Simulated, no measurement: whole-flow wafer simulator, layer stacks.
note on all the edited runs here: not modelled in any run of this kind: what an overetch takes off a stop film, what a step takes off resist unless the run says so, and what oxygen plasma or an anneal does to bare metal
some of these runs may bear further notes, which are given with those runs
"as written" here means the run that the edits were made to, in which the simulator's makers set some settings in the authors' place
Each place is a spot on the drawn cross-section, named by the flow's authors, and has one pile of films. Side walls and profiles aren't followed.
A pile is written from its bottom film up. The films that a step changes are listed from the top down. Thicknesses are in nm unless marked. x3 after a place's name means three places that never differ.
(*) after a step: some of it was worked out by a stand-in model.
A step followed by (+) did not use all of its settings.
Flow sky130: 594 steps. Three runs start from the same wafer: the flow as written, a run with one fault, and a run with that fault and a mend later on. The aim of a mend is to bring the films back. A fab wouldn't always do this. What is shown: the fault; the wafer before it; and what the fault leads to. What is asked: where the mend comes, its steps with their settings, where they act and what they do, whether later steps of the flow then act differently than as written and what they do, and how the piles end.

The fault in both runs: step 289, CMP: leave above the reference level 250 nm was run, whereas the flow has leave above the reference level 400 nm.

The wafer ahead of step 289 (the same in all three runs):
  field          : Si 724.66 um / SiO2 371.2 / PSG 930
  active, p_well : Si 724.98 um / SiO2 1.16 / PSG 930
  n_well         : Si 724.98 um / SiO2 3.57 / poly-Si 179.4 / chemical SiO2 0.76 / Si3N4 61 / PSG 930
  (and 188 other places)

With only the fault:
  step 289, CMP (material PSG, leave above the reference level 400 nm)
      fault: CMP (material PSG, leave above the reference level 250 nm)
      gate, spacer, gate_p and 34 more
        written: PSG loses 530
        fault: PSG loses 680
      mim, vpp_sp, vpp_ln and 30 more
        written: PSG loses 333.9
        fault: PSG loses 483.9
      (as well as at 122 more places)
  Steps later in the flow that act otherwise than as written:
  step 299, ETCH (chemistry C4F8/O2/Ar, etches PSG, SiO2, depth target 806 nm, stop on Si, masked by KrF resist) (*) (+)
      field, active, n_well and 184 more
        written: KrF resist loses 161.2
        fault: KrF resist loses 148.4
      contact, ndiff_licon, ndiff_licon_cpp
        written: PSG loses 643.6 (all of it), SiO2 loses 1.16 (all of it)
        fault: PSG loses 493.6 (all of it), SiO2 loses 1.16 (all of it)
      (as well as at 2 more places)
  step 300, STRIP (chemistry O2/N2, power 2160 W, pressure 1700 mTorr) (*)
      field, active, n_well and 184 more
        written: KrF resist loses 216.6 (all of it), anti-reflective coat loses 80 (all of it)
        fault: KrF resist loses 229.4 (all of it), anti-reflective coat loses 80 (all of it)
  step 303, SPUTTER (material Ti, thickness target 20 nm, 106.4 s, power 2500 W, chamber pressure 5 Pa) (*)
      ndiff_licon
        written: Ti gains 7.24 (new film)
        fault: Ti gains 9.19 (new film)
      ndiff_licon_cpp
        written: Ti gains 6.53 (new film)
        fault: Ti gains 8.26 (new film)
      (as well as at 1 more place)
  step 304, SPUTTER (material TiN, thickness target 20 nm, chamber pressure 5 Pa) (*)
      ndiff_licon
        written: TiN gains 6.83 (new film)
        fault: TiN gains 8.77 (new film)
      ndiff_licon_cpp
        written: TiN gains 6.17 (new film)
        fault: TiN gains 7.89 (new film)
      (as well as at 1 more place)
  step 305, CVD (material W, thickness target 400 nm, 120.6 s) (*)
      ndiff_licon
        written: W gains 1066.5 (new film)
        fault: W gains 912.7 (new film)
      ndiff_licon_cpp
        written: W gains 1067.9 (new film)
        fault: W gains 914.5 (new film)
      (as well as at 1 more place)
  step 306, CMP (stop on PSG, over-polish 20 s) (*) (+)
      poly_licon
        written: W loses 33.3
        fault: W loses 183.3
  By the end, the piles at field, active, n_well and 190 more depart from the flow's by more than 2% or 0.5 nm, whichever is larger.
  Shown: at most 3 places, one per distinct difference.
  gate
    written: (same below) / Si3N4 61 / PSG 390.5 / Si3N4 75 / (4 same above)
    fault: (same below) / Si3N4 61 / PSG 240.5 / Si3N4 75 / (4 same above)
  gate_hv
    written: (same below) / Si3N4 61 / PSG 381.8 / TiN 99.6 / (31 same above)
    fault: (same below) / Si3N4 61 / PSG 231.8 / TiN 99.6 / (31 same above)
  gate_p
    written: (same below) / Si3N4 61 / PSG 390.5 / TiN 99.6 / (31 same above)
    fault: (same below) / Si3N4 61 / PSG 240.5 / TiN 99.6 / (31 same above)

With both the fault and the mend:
  After step 289 comes the mend.
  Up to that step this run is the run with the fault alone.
  step 289a, HDPCVD (material PSG, thickness target 150 nm) (*) (a further turn of the flow's step 288, with different settings)
      field, active, n_well and 189 more
        PSG gains 150
  Later steps of the flow that are run all act as written at every place that is followed, up to a difference of at most 2% or 0.5 nm, whichever is larger.
  When the end is reached, the piles differ only a little from the flow's at the places that both follow, at most by 2% or 0.5 nm, whichever is larger.
